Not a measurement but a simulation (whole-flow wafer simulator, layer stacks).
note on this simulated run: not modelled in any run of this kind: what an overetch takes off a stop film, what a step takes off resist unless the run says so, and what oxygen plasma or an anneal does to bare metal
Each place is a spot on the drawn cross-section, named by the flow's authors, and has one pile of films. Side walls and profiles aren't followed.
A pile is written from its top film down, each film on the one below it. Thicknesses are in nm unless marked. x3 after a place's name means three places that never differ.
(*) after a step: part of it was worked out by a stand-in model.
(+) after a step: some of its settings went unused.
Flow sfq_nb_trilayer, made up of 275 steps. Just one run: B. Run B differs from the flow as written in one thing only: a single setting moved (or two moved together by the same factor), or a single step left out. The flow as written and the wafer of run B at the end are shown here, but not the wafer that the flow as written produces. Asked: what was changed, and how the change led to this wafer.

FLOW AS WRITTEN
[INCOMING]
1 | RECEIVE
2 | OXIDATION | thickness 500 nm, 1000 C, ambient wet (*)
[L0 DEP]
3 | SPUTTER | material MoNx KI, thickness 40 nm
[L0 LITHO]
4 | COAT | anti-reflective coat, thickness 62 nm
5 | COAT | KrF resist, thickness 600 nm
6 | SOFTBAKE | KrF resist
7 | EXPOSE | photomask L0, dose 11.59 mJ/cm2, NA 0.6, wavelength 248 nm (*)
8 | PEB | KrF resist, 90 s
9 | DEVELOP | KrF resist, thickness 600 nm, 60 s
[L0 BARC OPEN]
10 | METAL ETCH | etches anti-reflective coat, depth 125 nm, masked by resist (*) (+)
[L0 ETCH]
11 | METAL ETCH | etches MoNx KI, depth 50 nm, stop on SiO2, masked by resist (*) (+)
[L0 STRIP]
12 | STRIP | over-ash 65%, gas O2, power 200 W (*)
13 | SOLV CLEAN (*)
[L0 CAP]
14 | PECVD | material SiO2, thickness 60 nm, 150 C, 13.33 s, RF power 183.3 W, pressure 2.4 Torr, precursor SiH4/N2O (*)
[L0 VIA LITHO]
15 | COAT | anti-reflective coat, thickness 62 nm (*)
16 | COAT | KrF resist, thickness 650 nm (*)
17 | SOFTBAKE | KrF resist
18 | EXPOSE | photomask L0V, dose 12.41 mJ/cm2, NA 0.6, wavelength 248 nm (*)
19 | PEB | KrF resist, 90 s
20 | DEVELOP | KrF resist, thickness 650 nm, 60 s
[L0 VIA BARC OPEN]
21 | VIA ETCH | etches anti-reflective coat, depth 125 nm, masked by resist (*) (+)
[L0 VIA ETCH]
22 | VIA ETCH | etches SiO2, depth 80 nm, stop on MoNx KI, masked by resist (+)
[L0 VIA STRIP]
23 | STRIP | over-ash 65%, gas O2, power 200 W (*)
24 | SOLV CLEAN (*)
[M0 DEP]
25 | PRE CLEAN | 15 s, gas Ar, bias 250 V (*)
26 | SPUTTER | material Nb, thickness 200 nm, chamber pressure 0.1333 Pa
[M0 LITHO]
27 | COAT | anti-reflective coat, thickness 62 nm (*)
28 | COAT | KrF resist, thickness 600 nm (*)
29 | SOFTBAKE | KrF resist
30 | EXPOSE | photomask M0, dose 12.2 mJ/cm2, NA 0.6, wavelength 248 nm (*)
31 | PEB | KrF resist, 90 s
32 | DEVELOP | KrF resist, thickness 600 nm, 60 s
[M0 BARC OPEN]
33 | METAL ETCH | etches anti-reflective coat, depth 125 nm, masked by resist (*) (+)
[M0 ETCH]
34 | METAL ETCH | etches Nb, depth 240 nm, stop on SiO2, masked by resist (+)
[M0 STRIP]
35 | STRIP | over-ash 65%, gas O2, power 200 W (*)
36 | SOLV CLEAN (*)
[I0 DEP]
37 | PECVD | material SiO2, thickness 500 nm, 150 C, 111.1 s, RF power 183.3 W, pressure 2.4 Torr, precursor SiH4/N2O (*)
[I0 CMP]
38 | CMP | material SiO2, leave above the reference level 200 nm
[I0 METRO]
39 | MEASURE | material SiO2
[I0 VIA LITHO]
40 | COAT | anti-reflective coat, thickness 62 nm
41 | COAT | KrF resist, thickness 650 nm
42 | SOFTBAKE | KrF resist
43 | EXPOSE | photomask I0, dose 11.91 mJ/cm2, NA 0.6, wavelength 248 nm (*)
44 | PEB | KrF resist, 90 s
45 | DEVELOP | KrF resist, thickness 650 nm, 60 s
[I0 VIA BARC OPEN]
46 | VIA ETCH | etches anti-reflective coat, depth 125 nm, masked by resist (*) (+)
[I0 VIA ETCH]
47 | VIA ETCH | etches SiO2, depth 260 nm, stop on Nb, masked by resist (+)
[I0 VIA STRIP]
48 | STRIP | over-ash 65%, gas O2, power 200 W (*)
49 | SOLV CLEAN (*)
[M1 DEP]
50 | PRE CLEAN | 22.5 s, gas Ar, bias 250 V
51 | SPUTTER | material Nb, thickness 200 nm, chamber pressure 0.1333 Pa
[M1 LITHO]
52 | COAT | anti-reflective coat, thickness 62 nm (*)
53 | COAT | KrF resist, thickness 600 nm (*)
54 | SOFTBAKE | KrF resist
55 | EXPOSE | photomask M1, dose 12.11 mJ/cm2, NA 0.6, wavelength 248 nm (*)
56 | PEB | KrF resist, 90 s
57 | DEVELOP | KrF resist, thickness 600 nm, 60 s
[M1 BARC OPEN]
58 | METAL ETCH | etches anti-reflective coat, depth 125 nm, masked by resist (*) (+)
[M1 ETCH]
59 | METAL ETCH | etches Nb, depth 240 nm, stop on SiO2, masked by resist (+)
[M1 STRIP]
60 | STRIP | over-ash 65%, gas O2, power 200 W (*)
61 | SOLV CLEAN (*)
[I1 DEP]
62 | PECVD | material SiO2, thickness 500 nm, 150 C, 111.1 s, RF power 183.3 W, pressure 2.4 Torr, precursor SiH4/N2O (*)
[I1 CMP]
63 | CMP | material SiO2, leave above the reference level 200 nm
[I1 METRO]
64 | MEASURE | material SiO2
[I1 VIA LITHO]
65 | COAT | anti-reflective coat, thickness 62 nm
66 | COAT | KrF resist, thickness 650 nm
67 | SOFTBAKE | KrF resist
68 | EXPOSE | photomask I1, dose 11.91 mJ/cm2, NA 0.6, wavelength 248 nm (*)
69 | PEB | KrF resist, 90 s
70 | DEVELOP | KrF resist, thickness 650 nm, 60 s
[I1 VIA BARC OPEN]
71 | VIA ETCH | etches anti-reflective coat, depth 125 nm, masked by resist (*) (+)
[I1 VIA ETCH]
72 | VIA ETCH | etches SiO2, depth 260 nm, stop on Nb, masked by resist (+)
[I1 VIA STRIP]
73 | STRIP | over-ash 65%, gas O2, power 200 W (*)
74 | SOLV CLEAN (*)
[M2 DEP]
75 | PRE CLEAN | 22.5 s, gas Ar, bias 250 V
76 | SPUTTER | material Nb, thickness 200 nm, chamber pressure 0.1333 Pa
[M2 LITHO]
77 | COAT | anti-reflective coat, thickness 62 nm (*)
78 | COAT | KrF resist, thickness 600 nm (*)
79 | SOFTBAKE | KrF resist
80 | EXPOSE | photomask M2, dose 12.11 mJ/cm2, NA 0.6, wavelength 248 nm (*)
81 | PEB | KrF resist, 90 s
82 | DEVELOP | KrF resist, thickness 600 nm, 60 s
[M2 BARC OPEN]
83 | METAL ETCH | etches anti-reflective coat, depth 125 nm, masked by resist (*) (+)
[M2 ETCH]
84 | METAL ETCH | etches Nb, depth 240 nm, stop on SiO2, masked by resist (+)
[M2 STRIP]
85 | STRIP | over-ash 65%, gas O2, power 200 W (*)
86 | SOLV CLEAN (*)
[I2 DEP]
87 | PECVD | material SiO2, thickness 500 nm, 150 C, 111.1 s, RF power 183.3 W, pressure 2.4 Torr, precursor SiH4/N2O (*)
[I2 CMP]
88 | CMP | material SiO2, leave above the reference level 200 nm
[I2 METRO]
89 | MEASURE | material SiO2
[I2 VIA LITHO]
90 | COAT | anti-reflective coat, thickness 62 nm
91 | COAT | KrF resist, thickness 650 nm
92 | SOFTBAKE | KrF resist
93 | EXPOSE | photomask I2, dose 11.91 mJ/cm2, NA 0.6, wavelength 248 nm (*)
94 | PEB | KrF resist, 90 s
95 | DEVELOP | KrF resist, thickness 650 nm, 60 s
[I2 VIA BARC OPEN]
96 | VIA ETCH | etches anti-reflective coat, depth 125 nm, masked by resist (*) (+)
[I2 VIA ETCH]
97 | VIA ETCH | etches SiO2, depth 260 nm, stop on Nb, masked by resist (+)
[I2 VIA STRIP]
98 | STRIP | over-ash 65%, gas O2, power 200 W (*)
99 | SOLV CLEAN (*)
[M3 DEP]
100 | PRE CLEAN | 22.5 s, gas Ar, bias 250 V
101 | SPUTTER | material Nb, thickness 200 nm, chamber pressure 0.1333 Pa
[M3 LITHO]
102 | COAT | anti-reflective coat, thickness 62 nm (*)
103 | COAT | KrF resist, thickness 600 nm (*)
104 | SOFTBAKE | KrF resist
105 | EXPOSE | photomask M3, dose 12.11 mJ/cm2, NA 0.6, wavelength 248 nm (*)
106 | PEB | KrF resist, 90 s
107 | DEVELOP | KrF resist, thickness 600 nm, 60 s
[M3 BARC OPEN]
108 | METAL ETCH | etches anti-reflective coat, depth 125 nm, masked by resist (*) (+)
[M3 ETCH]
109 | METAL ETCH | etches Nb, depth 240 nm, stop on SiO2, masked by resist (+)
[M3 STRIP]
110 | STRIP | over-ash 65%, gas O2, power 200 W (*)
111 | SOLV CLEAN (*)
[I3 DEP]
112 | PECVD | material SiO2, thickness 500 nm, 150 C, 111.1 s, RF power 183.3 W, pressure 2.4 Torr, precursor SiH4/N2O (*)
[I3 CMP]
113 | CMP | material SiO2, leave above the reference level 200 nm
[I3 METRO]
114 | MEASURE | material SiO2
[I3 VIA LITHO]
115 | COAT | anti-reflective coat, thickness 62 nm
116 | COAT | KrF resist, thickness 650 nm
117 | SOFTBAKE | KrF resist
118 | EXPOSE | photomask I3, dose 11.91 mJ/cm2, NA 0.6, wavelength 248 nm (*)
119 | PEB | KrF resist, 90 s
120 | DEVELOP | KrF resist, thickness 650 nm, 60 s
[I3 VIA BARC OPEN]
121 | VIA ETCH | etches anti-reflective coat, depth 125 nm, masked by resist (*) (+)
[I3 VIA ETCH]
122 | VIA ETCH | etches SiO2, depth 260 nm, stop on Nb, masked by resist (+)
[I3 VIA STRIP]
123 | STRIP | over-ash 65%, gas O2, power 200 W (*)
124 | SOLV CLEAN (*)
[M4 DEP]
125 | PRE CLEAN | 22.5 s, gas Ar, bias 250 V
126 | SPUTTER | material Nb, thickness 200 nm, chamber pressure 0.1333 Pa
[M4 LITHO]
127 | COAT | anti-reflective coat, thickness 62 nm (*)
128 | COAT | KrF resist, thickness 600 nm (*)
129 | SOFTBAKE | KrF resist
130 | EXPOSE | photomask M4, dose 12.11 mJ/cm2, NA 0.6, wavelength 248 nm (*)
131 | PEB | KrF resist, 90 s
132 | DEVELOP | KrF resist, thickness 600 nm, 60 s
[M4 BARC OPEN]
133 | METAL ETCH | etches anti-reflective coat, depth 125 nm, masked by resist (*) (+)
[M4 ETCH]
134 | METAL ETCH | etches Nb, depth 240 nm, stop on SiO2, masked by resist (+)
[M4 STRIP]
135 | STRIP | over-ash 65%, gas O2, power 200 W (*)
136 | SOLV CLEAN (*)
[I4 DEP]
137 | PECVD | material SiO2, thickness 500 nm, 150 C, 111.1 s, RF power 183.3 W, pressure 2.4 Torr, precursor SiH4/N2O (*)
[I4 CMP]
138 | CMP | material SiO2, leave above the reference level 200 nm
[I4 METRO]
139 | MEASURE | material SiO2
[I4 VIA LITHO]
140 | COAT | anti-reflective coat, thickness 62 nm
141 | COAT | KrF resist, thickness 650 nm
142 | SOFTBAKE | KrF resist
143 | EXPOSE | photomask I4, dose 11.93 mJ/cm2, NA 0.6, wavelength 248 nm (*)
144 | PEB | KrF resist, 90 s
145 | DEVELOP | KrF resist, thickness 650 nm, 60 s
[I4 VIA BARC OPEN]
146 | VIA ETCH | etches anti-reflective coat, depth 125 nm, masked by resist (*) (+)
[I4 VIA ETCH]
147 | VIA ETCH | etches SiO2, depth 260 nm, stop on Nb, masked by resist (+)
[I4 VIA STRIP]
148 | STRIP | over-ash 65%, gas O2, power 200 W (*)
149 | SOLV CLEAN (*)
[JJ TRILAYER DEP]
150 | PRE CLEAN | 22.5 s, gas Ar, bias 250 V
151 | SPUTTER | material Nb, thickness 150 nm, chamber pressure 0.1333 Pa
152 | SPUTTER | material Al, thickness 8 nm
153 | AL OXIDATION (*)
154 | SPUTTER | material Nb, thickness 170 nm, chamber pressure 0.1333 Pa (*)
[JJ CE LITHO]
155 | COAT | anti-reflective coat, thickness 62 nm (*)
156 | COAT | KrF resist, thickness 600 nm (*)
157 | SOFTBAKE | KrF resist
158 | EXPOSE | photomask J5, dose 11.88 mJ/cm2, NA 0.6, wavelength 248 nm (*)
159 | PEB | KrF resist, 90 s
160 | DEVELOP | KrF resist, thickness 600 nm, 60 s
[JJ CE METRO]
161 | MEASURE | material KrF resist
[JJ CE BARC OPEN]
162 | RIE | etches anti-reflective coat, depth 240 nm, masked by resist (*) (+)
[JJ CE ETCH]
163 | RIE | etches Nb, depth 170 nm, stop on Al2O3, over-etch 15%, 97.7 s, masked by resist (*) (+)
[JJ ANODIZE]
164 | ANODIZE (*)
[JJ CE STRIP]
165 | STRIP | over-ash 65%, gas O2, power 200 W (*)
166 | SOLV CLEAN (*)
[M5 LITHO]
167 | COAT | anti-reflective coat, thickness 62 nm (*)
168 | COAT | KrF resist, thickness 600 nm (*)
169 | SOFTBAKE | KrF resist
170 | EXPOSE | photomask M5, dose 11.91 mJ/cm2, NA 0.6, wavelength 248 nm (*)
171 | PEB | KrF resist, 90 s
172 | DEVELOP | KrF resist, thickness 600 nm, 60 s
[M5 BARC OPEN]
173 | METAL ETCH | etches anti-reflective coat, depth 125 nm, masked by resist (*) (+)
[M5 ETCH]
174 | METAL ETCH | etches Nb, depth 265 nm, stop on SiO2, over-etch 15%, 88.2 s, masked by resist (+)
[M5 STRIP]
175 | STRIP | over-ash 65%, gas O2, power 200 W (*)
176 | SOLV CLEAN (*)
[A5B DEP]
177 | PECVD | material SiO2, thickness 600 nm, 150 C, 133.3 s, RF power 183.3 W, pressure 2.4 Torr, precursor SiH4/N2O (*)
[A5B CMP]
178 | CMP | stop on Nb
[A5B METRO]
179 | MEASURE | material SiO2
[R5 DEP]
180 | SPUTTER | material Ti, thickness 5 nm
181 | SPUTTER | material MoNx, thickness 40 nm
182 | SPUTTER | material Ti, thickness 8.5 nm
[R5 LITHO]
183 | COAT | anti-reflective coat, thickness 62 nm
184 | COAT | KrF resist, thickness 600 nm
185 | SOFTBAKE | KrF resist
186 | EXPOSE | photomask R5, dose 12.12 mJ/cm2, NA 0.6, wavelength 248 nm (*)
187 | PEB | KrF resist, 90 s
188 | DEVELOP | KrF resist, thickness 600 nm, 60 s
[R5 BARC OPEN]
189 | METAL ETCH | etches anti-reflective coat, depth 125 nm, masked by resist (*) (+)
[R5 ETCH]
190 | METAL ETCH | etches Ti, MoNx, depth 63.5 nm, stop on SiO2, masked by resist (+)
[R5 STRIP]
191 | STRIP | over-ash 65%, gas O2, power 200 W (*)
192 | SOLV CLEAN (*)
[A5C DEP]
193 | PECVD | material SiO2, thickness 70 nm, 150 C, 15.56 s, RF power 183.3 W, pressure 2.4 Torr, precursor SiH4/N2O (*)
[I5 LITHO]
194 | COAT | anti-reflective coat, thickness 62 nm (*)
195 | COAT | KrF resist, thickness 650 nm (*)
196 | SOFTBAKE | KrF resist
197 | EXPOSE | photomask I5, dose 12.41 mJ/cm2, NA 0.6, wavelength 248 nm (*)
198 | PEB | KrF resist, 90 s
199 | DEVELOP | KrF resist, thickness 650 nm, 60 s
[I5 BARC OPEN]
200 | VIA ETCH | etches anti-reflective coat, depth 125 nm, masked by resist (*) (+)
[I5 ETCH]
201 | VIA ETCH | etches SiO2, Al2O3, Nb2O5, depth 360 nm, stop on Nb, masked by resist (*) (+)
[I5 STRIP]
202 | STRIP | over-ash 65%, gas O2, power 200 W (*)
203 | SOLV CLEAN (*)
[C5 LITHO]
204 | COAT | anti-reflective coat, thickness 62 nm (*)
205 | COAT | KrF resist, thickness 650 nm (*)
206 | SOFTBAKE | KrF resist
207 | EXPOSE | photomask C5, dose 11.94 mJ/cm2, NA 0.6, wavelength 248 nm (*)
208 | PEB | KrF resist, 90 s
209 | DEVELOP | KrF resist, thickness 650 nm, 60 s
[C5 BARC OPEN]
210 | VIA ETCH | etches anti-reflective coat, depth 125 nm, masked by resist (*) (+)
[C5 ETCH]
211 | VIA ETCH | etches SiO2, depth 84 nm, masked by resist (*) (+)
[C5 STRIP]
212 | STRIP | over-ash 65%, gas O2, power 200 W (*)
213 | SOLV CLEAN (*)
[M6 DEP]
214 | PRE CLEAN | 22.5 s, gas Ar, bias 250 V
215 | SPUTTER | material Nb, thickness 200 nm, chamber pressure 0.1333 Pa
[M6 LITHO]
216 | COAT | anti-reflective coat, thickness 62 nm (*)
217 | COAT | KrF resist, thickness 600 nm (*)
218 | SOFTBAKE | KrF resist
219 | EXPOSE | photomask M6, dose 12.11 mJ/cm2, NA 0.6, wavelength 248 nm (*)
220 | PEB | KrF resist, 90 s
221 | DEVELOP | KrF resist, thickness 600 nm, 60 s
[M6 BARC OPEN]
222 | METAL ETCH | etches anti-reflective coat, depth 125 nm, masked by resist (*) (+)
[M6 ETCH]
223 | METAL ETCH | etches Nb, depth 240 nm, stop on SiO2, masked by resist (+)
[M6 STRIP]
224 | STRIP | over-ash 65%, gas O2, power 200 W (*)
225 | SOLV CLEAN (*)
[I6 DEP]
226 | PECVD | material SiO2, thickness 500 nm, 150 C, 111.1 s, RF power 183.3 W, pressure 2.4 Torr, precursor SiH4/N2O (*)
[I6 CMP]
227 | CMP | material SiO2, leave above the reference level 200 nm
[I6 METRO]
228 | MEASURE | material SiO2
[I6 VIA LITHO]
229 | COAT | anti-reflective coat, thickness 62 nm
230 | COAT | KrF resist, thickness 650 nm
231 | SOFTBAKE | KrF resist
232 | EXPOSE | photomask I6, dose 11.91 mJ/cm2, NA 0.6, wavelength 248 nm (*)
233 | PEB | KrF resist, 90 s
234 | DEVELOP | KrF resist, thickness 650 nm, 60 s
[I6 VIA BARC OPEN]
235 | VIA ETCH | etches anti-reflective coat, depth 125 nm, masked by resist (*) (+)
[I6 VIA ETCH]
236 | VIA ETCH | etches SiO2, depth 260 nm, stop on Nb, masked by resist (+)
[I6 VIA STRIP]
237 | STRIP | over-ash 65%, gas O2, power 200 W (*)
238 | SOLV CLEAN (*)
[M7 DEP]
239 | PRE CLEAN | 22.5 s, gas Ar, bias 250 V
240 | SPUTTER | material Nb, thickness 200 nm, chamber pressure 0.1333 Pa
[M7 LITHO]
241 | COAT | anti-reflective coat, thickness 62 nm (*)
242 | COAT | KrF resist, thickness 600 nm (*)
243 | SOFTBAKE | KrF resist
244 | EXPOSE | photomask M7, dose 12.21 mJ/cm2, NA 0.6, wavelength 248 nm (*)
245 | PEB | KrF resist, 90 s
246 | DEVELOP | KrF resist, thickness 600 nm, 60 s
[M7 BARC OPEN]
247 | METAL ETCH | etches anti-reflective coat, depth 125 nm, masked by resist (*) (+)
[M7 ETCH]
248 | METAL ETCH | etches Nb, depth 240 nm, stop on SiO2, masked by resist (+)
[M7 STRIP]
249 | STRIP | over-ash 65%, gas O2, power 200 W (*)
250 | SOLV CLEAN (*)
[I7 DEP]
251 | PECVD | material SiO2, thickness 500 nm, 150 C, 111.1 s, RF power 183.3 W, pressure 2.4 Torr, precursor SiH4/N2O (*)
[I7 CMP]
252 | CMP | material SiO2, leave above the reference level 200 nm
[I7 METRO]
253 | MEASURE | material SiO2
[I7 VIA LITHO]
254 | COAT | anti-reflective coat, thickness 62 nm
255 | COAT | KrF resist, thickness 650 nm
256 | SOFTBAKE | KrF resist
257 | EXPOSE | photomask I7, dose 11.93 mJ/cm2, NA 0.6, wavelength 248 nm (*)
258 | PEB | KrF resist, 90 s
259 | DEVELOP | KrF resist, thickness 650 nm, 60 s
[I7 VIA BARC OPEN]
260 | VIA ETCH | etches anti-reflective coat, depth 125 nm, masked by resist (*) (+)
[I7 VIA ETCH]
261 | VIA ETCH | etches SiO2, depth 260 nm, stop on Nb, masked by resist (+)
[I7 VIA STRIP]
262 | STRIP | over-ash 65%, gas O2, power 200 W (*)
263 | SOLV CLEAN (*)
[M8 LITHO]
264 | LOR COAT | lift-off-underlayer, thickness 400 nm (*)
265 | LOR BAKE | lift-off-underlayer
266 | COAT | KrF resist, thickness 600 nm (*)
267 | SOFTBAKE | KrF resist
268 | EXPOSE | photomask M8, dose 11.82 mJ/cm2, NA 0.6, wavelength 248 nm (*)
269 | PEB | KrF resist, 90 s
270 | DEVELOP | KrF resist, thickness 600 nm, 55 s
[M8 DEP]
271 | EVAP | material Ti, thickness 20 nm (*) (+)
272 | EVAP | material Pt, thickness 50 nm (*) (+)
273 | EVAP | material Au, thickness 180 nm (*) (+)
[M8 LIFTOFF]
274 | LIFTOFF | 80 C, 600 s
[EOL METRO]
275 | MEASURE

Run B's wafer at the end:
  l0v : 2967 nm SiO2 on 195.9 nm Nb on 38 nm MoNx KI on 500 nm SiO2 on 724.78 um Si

The reason: step 22, VIA ETCH: depth 58 nm was run, while the flow as written has depth 80 nm.

How this came from the change, step by step:
  22 | VIA ETCH | etches SiO2, depth 80 nm, stop on MoNx KI, masked by resist (+)
      l0v: SiO2 loses 58 (it would be, as written: SiO2 loses 59.8 (all of it))
      field_l, v_sur, via_wl and 102 more: KrF resist loses 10 (it would be, as written: KrF resist loses 13.8)
  25 | PRE CLEAN | 15 s, gas Ar, bias 250 V (*)
      l0v: SiO2 loses 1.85 (all of it), MoNx KI loses 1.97 (it would be, as written: MoNx KI loses 2.91)
